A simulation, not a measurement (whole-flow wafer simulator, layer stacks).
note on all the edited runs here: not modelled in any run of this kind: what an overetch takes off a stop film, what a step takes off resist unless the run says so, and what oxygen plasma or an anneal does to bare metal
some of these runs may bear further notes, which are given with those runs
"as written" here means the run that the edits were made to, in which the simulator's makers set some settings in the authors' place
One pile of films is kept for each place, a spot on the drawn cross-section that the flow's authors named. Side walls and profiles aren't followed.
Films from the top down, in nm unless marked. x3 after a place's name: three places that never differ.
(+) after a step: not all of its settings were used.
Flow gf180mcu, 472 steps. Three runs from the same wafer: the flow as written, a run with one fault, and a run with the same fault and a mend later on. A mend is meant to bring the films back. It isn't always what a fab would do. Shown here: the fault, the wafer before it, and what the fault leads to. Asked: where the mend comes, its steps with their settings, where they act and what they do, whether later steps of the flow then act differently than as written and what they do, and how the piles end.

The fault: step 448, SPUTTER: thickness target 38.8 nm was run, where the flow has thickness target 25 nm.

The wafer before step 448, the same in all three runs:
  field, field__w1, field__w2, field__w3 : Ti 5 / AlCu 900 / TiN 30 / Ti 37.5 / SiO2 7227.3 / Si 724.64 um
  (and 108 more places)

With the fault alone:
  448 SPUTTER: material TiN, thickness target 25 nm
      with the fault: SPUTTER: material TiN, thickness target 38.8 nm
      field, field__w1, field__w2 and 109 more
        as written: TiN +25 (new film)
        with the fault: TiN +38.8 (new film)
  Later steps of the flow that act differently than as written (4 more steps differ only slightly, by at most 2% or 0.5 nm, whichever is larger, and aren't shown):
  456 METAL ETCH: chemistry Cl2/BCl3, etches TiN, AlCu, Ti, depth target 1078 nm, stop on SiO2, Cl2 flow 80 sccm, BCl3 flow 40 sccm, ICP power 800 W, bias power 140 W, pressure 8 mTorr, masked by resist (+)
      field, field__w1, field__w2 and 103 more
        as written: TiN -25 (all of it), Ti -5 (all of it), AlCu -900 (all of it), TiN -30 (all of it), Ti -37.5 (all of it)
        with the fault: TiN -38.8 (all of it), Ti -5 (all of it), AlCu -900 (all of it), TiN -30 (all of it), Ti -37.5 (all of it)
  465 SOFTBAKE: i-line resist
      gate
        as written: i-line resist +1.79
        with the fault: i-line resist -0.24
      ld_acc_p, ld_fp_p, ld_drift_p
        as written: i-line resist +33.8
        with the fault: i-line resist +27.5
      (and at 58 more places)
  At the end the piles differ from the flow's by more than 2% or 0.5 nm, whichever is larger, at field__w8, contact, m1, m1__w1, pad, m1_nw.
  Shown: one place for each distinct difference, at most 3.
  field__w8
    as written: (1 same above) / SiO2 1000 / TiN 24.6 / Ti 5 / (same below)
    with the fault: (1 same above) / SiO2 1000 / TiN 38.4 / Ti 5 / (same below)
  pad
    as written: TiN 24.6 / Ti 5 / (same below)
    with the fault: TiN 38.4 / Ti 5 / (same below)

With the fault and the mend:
  The mend comes after step 448.
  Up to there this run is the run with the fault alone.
  448a METAL ETCH: chemistry Cl2/BCl3, etches TiN, AlCu, Ti, depth target 13.8 nm, Cl2 flow 80 sccm, BCl3 flow 40 sccm, ICP power 800 W, bias power 140 W, pressure 8 mTorr (the flow's step 260 once more, with other settings)
      field, field__w1, field__w2 and 109 more
        TiN -13.8
  No later step of the flow acts differently than as written at any place that is followed.
  At the end the piles are the same as the flow's at every place that both follow.
